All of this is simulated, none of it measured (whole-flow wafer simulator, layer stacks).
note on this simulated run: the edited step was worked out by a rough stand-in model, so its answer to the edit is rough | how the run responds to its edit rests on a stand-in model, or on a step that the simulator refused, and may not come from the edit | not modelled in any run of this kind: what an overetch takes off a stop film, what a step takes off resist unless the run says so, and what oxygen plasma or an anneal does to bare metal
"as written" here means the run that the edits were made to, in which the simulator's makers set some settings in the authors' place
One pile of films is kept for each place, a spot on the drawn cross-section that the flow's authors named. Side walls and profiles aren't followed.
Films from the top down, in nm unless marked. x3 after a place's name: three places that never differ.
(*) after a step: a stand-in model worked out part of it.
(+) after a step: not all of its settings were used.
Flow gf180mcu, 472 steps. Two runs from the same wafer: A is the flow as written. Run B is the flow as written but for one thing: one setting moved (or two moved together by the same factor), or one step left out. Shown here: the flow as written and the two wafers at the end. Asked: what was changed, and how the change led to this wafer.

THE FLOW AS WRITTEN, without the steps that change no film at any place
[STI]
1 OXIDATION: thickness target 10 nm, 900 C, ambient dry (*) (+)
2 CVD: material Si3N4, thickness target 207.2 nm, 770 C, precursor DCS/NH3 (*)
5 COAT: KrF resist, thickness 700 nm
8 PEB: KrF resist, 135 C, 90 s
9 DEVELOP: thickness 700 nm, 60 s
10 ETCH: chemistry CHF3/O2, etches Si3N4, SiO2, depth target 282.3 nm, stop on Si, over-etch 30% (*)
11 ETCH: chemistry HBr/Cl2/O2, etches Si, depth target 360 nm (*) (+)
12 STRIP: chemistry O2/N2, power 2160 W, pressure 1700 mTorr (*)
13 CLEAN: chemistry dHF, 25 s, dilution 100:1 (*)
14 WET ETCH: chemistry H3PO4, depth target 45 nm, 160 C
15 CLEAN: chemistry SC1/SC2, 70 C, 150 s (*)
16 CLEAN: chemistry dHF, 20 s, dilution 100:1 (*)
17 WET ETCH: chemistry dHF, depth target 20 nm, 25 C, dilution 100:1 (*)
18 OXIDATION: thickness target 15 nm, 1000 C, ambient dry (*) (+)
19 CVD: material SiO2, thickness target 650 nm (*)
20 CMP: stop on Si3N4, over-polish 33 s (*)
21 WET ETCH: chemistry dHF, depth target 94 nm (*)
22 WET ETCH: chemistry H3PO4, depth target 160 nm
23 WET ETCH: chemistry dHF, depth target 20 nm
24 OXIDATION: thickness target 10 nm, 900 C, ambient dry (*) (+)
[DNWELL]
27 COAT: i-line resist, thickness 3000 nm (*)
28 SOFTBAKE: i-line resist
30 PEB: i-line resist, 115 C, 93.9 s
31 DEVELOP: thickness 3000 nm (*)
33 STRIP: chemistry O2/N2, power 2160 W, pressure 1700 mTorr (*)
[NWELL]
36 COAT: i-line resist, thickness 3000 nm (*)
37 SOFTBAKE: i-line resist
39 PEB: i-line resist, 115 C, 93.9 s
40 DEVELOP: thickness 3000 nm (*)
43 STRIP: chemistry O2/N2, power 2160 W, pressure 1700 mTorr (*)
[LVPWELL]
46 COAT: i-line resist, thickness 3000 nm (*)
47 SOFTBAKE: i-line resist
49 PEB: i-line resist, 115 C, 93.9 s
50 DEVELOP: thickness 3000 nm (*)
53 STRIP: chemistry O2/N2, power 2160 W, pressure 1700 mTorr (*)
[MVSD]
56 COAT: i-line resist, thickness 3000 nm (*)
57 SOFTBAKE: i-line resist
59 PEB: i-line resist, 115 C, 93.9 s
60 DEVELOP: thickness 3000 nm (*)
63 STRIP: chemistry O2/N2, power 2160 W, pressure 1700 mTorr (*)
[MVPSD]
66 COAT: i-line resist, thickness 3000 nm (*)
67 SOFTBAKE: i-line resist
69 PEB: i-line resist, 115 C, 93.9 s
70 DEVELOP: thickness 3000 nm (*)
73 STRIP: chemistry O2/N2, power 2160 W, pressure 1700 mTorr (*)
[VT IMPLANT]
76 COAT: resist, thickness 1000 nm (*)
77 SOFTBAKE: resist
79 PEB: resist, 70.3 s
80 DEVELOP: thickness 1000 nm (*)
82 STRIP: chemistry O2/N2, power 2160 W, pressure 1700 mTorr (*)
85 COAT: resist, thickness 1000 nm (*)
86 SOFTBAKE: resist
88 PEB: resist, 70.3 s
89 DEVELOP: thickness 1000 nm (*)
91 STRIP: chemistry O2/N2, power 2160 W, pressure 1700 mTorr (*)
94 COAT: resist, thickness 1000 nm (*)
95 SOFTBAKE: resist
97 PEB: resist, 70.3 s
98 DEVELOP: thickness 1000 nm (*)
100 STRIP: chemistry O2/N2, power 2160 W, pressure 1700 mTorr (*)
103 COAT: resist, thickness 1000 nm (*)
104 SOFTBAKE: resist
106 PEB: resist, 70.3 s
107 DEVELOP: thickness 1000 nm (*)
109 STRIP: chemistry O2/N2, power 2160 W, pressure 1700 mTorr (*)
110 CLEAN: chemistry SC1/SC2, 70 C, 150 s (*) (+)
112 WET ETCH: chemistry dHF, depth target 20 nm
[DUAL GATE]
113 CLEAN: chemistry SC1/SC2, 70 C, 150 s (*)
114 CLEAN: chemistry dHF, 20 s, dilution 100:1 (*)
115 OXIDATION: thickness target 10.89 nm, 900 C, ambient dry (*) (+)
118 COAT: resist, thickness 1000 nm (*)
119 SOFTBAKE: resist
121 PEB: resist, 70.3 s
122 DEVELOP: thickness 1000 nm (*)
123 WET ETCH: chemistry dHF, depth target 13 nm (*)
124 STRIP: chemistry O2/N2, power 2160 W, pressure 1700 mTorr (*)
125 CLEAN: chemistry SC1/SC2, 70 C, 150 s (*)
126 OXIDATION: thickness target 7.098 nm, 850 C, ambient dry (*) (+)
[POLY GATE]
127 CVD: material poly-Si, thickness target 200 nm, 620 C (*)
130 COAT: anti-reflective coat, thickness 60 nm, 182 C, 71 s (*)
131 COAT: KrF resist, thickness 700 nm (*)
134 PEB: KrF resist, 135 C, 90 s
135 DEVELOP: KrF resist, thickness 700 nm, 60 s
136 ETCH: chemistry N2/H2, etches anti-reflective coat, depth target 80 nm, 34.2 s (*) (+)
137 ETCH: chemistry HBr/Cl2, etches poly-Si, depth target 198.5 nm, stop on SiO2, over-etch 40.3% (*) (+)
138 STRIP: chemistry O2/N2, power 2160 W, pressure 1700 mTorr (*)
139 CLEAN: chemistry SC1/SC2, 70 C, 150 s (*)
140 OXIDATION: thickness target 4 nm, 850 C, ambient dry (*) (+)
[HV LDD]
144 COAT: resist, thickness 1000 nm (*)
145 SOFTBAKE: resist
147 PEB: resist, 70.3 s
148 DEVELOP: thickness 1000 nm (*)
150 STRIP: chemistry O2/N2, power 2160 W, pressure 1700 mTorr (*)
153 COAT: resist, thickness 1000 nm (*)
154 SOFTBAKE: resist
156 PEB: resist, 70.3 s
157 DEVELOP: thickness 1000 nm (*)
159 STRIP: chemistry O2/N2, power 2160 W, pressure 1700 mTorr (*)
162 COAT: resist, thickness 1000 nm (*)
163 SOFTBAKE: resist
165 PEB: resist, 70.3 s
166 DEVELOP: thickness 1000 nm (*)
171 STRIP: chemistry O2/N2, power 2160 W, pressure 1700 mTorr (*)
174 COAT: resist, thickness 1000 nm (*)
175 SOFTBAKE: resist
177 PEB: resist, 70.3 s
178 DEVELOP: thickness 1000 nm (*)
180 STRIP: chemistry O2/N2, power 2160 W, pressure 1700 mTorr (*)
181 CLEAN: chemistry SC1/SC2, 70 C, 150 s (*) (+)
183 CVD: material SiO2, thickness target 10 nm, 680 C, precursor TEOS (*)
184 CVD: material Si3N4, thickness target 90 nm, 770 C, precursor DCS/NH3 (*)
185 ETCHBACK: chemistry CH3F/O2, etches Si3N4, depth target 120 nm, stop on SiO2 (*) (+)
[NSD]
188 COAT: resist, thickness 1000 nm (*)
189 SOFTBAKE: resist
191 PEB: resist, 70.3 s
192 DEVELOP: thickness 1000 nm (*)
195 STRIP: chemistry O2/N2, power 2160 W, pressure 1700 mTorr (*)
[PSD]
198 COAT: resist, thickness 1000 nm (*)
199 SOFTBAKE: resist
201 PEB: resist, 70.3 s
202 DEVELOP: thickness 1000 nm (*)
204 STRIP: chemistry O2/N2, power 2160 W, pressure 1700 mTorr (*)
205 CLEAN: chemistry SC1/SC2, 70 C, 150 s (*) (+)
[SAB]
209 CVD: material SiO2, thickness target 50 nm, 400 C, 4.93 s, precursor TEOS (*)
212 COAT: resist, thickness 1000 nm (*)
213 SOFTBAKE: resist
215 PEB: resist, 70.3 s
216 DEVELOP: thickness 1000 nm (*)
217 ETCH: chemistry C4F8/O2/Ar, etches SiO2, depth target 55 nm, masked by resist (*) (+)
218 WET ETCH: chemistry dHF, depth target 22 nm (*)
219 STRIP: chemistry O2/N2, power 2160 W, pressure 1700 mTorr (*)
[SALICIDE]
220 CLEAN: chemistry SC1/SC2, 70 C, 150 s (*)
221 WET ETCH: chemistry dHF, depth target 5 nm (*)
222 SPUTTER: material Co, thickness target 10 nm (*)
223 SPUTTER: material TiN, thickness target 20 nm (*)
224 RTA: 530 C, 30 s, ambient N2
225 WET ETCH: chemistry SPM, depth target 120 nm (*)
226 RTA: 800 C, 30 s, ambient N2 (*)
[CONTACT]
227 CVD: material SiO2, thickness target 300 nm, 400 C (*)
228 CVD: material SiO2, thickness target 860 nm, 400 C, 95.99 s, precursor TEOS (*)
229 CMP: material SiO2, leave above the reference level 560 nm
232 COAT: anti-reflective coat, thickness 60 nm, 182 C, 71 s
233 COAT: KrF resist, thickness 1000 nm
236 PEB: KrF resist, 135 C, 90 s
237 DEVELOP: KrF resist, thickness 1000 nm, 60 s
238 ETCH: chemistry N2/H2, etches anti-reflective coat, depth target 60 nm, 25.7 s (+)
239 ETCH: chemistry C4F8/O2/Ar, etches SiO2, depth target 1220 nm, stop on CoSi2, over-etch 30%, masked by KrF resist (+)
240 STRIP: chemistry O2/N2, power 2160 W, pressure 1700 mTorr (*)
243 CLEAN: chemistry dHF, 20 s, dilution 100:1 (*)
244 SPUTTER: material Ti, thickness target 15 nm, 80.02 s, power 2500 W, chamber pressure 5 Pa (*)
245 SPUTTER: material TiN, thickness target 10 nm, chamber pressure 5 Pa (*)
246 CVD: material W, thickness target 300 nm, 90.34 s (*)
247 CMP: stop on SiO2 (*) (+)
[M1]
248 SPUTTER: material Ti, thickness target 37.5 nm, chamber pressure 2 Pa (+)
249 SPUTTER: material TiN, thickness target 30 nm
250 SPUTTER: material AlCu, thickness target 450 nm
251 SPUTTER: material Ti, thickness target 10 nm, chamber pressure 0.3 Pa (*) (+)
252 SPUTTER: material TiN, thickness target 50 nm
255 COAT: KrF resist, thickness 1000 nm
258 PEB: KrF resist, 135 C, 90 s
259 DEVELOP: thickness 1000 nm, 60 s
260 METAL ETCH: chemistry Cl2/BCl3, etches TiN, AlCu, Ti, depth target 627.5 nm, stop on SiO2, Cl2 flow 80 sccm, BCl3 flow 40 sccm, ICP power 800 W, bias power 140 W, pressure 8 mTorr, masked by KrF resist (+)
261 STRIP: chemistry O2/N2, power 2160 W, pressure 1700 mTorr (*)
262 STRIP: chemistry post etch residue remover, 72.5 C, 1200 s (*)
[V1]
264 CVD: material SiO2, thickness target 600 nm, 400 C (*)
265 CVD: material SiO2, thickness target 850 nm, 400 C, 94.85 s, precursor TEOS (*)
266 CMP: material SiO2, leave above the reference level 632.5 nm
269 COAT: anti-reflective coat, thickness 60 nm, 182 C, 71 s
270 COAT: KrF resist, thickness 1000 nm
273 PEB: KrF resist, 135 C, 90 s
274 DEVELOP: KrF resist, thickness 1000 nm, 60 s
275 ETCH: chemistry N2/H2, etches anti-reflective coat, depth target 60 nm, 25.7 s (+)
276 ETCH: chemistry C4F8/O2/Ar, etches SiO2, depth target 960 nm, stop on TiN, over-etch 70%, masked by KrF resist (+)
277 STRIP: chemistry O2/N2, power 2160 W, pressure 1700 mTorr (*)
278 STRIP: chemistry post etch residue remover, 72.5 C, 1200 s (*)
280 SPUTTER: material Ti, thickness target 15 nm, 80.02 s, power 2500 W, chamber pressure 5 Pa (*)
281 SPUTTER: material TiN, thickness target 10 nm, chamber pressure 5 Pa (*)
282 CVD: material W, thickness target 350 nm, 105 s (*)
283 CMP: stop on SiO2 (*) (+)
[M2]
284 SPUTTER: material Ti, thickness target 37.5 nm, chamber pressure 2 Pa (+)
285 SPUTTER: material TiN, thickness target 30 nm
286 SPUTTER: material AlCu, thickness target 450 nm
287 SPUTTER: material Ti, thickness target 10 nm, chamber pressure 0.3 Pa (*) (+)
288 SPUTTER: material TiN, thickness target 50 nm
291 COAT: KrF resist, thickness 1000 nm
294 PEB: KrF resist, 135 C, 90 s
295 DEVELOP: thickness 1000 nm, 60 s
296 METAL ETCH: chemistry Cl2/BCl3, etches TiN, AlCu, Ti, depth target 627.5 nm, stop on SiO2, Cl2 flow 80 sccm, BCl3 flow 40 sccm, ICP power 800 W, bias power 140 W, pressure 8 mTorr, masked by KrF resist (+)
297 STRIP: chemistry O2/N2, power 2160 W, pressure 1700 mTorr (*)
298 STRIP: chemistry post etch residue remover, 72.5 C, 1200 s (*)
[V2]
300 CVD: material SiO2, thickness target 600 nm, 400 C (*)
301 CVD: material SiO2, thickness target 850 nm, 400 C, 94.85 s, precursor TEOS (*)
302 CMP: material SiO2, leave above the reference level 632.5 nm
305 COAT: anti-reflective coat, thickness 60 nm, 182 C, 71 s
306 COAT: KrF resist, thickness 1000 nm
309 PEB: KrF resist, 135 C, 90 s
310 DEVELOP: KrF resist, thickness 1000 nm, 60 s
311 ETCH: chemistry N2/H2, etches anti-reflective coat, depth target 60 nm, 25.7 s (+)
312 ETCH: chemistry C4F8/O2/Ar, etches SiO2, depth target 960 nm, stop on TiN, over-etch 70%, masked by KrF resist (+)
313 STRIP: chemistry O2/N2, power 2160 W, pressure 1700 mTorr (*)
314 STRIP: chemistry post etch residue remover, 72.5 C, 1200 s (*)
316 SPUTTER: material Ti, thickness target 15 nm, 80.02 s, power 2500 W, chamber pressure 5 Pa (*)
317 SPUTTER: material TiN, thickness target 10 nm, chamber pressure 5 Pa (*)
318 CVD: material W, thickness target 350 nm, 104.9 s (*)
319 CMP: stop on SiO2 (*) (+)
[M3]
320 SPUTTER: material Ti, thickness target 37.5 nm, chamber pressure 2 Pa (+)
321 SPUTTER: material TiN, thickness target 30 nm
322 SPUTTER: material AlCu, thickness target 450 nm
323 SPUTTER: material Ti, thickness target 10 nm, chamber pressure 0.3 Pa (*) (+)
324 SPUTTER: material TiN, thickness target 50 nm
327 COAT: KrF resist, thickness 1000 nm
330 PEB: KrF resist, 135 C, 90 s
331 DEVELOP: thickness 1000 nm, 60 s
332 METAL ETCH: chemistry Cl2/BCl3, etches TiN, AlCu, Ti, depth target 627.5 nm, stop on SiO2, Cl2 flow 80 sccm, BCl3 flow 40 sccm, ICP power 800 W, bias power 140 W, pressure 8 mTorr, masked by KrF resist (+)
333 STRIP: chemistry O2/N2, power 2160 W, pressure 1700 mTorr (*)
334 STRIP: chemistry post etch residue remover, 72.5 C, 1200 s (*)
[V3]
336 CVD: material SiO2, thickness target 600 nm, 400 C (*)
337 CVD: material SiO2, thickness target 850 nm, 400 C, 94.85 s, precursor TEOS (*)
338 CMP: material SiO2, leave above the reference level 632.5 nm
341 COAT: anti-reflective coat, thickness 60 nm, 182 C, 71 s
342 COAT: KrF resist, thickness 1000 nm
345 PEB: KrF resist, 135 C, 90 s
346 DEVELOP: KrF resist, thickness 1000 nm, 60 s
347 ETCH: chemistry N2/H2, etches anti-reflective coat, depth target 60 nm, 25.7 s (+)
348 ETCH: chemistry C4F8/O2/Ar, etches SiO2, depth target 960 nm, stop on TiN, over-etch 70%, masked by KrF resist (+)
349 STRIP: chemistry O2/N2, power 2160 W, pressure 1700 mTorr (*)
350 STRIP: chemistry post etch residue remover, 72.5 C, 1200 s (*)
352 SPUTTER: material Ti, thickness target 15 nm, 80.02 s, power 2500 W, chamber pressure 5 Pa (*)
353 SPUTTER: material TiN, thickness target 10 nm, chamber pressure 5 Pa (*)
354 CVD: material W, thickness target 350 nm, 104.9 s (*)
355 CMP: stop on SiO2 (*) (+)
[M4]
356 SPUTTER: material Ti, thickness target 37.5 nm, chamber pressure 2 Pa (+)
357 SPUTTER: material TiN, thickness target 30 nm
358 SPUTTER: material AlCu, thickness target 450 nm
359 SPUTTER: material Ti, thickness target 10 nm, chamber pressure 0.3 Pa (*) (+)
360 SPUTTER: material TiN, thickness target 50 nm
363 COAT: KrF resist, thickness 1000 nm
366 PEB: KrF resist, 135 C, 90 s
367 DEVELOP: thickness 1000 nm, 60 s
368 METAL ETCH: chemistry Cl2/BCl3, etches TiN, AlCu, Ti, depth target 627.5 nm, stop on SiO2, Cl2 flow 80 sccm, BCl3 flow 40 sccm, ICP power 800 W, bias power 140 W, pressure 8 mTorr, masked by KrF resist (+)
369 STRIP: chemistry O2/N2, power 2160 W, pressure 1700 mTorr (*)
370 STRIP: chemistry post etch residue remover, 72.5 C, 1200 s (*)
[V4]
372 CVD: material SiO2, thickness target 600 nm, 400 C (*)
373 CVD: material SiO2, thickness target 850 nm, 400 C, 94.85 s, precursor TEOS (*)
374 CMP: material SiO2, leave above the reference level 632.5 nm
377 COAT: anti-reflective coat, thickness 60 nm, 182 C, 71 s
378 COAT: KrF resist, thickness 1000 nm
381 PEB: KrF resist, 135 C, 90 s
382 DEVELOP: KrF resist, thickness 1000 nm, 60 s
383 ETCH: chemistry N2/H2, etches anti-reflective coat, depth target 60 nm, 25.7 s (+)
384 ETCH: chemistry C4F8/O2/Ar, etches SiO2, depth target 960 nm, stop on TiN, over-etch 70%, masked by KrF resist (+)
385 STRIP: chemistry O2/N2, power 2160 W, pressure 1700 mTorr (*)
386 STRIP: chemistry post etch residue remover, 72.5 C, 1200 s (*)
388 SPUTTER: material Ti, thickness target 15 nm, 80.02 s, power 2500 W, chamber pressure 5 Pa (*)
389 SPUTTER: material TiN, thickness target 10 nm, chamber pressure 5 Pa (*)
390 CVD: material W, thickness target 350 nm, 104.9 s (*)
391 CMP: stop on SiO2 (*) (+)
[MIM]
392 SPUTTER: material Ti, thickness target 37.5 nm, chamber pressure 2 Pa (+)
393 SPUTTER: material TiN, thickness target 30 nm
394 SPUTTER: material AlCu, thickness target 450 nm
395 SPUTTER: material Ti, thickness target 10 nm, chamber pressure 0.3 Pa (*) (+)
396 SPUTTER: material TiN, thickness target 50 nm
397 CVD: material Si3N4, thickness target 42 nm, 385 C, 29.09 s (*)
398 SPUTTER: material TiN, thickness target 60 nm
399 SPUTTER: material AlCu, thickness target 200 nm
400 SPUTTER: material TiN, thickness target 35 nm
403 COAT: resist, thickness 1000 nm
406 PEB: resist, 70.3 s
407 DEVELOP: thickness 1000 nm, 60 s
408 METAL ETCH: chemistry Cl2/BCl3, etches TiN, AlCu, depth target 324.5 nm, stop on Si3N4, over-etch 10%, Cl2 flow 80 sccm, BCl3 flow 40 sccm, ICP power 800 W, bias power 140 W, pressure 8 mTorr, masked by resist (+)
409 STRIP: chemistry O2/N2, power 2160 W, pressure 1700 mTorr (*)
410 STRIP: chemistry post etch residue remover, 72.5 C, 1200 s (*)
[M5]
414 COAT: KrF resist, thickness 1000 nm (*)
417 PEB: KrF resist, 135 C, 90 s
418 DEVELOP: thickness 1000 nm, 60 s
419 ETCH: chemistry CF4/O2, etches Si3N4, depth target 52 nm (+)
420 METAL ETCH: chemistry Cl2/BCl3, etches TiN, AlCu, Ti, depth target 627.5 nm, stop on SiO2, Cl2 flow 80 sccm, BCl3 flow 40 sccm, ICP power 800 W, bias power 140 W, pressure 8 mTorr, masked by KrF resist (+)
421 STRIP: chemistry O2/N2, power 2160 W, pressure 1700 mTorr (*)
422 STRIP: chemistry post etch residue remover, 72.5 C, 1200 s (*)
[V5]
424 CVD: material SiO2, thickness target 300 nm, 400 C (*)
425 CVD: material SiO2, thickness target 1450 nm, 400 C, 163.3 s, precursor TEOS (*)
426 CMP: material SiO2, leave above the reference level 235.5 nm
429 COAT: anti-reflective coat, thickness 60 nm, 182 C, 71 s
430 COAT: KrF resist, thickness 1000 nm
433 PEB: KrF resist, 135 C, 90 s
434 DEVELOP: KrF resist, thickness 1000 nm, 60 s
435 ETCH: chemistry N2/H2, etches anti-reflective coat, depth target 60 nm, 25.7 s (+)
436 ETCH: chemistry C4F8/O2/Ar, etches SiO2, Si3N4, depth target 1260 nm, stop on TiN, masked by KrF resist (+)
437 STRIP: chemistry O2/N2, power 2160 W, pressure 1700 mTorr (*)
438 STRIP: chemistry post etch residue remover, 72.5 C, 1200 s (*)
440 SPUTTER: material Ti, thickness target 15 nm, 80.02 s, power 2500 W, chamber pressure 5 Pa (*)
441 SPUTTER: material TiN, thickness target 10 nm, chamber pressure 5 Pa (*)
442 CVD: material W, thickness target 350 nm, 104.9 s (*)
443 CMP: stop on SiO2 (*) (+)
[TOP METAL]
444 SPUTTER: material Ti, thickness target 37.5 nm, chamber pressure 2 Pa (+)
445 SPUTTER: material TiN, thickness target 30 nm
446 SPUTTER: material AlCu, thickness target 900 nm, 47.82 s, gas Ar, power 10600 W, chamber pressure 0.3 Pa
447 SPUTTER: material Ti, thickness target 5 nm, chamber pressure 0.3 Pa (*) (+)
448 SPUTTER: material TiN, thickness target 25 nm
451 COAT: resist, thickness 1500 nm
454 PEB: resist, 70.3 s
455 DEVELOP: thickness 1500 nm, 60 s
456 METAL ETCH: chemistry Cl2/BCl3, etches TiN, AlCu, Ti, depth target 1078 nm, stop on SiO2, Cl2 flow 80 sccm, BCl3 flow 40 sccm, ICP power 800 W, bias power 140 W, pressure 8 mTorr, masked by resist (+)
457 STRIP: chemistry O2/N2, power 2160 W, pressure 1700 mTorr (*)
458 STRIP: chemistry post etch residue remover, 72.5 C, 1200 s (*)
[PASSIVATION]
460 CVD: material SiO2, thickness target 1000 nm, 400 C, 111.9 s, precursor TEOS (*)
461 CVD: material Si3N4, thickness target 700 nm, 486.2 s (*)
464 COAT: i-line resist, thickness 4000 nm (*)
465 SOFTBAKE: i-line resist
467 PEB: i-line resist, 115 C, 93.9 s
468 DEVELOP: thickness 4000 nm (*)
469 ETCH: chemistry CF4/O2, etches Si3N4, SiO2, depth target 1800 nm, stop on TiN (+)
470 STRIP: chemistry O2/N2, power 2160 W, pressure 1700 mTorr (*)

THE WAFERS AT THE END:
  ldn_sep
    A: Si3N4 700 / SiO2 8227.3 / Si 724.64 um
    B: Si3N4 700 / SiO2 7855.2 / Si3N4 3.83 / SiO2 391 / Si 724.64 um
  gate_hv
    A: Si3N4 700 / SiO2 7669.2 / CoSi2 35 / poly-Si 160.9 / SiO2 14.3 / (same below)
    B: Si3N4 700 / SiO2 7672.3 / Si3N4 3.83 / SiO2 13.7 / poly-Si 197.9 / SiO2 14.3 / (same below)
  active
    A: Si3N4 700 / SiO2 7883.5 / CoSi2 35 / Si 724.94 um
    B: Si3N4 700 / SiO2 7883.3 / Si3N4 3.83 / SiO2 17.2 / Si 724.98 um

The cause: step 184, CVD: thickness target 128 nm was run, where the flow has thickness target 90 nm.

How the change led to this, step by step:
  184 CVD: material Si3N4, thickness target 90 nm, 770 C, precursor DCS/NH3 (*)
      field, field__w1, field__w2 and 101 more: A Si3N4 +90 (new film) | B Si3N4 +128 (new film)
  185 ETCHBACK: chemistry CH3F/O2, etches Si3N4, depth target 120 nm, stop on SiO2 (*) (+)
      field, field__w1, field__w2 and 100 more: A Si3N4 -90 (all of it), SiO2 -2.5 | B Si3N4 -120
  188 COAT: resist, thickness 1000 nm (*)
      spacer: A resist +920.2 (new film) | B resist +893.1 (new film)
  189 SOFTBAKE: resist
      field__w9: A resist +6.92 | B resist -3.08
      field__w2: A resist +2.46 | B resist +1.93
      (and at 20 more places)
  192 DEVELOP: thickness 1000 nm (*)
      spacer: A resist -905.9 (all of it) | B resist -879.3 (all of it)
  198 COAT: resist, thickness 1000 nm (*)
      spacer: A resist +920.2 (new film) | B resist +893.1 (new film)
  199 SOFTBAKE: resist
      field__w9: A resist +6.92 | B resist -3.08
      field__w2: A resist +2.46 | B resist +1.93
      (and at 20 more places)
  204 STRIP: chemistry O2/N2, power 2160 W, pressure 1700 mTorr (*)
      spacer: A resist -905.9 (all of it) | B resist -879.3 (all of it)
  205 CLEAN: chemistry SC1/SC2, 70 C, 150 s (*) (+)
      field, field__w1, field__w2 and 105 more: A SiO2 -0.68 | B Si3N4 -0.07
  209 CVD: material SiO2, thickness target 50 nm, 400 C, 4.93 s, precursor TEOS (*)
      field, field__w7, field__w8 and 73 more: A SiO2 +50 | B SiO2 +50 (new film)
      field_sub__w1, field_sub__w3, field_sub__w4, field_sub__w5, ld_drift_n: A SiO2 +48.9 | B SiO2 +48.8 (new film)
      (and at 27 more places)
  212 COAT: resist, thickness 1000 nm (*)
      spacer: A resist +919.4 (new film) | B resist +892.5 (new film)
  213 SOFTBAKE: resist
      npoly_sal: A resist -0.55 | B resist +0.32
      field__w5: A resist +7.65 | B resist +8.49
      (and at 9 more places)
  216 DEVELOP: thickness 1000 nm (*)
      spacer: A resist -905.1 (all of it) | B resist -878.7 (all of it)
  217 ETCH: chemistry C4F8/O2/Ar, etches SiO2, depth target 55 nm, masked by resist (*) (+)
      field, field__w7, field__w8 and 70 more: A SiO2 -55 | B SiO2 -50 (all of it), Si3N4 -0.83
      field_sub__w1, field_sub__w3, field_sub__w4, field_sub__w5, ld_drift_n: A SiO2 -55 | B SiO2 -48.8 (all of it), Si3N4 -1.04
      (and at 21 more places)
  218 WET ETCH: chemistry dHF, depth target 22 nm (*)
      gate, gate_hv, gate_p and 23 more: A SiO2 -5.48 (all of it) | B Si3N4 -2.46
      field, field__w10, sti and 14 more: A SiO2 -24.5 | B Si3N4 -2.46
      (and at 56 more places)
  219 STRIP: chemistry O2/N2, power 2160 W, pressure 1700 mTorr (*)
      gate, gate_hv, gate_p and 23 more: A chemical SiO2 +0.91 (new film), poly-Si -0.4 | B nothing
      active, p_well, sd_n and 20 more: A chemical SiO2 +0.91 (new film), Si -0.4 | B nothing
  ... 14 more steps ...
  471 ANNEAL: 400 C, 1800 s, ambient N2/H2
      polyc_n, polyc_p: A nothing | B under 9 films: void +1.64 (new film), Ti -3.83, TiSi first +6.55 (new film), poly-Si -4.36
      contact: A nothing | B under 49 films: void +1.62 (new film), Ti -3.83, TiSi first +6.55 (new film), Si -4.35
Counting metal films that touch as one body, gate_hv has 0 bodies; the flow as written gives 1 body.
Counting metal films that touch as one body, active has 0 bodies; the flow as written gives 1 body.
